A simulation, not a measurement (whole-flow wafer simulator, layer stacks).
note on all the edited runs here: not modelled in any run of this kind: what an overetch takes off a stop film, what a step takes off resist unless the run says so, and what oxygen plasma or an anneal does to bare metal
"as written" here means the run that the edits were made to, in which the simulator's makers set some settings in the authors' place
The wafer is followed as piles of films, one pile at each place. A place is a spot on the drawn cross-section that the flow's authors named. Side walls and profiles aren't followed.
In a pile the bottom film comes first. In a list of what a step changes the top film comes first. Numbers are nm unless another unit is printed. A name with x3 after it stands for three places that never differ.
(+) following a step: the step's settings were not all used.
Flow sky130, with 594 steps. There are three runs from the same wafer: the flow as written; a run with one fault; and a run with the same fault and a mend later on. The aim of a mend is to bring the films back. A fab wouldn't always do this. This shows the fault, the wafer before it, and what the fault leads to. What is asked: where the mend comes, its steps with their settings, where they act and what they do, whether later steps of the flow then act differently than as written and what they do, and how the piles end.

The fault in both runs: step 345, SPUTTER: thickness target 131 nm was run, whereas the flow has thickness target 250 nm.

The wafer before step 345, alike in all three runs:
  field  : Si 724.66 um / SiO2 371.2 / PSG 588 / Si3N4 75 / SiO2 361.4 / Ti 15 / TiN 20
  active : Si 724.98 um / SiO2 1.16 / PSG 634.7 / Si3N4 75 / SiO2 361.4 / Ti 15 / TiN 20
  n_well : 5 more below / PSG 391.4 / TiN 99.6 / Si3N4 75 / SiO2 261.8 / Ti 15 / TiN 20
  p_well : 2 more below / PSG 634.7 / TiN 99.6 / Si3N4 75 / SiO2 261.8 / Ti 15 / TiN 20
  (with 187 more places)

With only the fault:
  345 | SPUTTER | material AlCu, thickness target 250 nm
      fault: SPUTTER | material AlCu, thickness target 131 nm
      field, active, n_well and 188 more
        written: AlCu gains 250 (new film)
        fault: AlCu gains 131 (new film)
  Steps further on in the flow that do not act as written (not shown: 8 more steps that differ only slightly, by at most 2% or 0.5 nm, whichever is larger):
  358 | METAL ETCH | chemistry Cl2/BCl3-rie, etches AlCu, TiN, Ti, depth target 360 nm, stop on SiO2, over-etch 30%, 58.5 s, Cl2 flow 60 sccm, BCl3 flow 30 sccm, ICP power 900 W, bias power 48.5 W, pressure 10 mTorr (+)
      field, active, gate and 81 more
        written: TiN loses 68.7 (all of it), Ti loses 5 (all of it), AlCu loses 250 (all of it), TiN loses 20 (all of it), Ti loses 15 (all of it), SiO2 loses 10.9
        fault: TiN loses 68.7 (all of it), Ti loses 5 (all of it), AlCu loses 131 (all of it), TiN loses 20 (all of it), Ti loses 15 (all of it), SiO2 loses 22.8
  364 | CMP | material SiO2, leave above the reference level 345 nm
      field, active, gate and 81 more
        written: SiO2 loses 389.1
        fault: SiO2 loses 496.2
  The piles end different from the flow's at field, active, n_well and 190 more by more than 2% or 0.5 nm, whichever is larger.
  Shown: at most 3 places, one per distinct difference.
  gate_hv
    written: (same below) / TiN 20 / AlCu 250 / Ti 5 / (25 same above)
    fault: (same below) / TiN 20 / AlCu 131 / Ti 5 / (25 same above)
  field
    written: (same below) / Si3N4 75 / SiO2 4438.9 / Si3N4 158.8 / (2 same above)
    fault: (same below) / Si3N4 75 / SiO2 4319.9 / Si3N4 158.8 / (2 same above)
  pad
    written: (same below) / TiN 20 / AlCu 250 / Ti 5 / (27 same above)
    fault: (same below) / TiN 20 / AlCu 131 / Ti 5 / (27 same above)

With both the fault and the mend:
  After step 345 comes the mend.
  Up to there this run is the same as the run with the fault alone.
  345a | SPUTTER | material AlCu, thickness target 119 nm (the flow's step 345 again, with other settings)
      field, active, n_well and 188 more
        AlCu gains 119
  Every later step of the flow that is run acts as written at every place that is followed.
  The piles end the same as the flow's at every place that both follow.
